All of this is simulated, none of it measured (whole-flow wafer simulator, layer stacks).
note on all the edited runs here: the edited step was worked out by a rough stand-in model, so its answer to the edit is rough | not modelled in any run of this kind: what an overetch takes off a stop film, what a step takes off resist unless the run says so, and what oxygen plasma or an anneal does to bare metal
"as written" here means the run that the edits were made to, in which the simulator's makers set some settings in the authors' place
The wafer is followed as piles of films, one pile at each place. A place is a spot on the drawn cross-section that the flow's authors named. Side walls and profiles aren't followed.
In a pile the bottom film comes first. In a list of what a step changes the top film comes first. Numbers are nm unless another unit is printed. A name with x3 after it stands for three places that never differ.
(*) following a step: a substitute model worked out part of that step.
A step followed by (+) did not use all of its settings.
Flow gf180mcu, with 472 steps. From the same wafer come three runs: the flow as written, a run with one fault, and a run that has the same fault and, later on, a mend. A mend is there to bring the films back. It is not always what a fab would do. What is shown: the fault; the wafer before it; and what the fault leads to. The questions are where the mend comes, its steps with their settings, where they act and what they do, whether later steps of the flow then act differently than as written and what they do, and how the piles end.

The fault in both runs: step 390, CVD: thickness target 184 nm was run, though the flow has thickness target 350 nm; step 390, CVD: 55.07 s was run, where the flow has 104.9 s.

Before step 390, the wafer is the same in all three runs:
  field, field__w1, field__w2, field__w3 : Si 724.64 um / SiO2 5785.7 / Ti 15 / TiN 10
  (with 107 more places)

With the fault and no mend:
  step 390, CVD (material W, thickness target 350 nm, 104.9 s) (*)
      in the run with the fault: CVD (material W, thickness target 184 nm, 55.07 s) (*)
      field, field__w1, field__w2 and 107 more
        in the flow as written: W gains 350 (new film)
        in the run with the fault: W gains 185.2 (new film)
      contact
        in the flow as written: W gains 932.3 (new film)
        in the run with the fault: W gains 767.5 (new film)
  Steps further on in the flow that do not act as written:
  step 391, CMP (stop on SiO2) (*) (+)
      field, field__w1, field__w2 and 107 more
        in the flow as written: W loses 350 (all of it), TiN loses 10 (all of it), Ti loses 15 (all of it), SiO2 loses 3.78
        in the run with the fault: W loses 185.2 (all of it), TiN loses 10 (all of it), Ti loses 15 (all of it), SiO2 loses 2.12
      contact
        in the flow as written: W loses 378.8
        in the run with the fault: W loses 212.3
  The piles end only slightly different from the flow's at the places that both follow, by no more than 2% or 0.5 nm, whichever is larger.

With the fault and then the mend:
  The mend follows step 390.
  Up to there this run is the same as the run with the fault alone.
  step 390a, CVD (material W, thickness target 166 nm, 49.75 s) (the flow's step 390 again, with other settings)
      field, field__w1, field__w2 and 108 more
        W gains 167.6
  Later steps of the flow that are run all act as written at every place that is followed, up to a difference of at most 2% or 0.5 nm, whichever is larger.
  The piles end only slightly different from the flow's at the places that both follow, by no more than 2% or 0.5 nm, whichever is larger.
